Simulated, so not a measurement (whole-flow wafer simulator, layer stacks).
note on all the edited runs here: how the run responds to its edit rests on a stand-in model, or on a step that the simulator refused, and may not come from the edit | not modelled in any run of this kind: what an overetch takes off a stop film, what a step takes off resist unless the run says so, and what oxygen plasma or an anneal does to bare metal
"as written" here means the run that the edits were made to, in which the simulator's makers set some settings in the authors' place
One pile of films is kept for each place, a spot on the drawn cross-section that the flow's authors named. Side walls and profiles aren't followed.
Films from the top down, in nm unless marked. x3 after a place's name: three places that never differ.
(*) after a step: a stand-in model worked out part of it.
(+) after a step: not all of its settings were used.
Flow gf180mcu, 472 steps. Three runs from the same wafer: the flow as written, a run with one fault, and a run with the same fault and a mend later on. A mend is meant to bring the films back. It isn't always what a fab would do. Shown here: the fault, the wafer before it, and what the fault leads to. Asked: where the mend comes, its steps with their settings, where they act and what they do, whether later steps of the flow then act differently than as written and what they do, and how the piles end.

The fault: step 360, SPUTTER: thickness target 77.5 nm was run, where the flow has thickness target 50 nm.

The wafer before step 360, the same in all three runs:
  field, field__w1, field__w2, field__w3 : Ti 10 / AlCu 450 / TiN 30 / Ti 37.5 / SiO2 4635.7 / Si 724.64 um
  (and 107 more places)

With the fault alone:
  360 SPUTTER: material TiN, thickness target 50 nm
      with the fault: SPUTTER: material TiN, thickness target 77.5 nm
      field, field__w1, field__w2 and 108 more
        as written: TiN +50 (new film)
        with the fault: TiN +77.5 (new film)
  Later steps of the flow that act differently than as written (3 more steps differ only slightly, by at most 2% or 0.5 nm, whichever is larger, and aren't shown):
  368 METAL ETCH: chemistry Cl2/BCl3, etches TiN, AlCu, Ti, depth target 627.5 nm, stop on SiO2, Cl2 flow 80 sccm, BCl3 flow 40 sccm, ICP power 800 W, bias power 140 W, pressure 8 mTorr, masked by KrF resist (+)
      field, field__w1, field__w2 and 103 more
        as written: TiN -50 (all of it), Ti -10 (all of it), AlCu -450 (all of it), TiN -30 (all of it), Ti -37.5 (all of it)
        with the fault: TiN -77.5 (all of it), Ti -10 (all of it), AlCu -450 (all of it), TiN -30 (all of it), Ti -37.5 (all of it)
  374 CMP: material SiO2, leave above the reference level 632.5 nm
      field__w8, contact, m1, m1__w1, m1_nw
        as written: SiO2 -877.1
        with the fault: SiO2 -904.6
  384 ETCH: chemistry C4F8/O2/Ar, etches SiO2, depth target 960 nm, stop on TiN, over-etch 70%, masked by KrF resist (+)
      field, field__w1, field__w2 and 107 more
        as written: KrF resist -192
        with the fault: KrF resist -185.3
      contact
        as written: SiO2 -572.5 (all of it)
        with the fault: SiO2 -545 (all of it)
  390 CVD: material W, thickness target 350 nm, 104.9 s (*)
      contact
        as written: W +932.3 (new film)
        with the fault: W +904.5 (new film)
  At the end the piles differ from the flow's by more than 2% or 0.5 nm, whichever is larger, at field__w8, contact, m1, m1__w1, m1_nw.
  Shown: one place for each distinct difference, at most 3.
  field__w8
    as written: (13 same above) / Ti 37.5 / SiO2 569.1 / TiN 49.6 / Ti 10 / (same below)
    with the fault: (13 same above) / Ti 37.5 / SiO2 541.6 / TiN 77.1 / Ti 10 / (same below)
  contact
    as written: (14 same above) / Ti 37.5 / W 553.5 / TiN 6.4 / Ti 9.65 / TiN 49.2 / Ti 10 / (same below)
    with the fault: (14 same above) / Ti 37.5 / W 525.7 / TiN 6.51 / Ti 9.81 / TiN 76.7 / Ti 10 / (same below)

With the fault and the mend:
  The mend comes after step 367.
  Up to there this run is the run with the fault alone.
  367a STRIP: chemistry O2/N2, power 2160 W, pressure 1700 mTorr (*)
      field__w8, contact, m1, m1__w1, m1_nw
        KrF resist -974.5 (all of it)
  367b METAL ETCH: chemistry Cl2/BCl3, etches TiN, AlCu, Ti, depth target 27.5 nm, Cl2 flow 80 sccm, BCl3 flow 40 sccm, ICP power 800 W, bias power 140 W, pressure 8 mTorr (the flow's step 260 once more, with other settings)
      field, field__w1, field__w2 and 108 more
        TiN -27.5
  367c HMDS: 120 C, 60 s (the flow's step 362 once more)
      changes no film at any place that is followed
  367d COAT: KrF resist, thickness 1000 nm (the flow's step 363 once more)
      field, field__w1, field__w2 and 108 more
        KrF resist +1000 (new film)
  367e SOFTBAKE: KrF resist (the flow's step 364 once more)
      changes no film at any place that is followed
  367f EXPOSE: photomask Metal4 (the flow's step 365 once more)
      changes no film at any place that is followed
  367g PEB: KrF resist, 135 C, 90 s (the flow's step 366 once more)
      field, field__w1, field__w2 and 108 more
        KrF resist -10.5
  367h DEVELOP: thickness 1000 nm, 60 s (the flow's step 367 once more)
      field, field__w1, field__w2 and 103 more
        KrF resist -989.5 (all of it)
      field__w8, contact, m1, m1__w1, m1_nw
        KrF resist -14.9
  No later step of the flow acts differently than as written at any place that is followed.
  At the end the piles are the same as the flow's at every place that both follow.
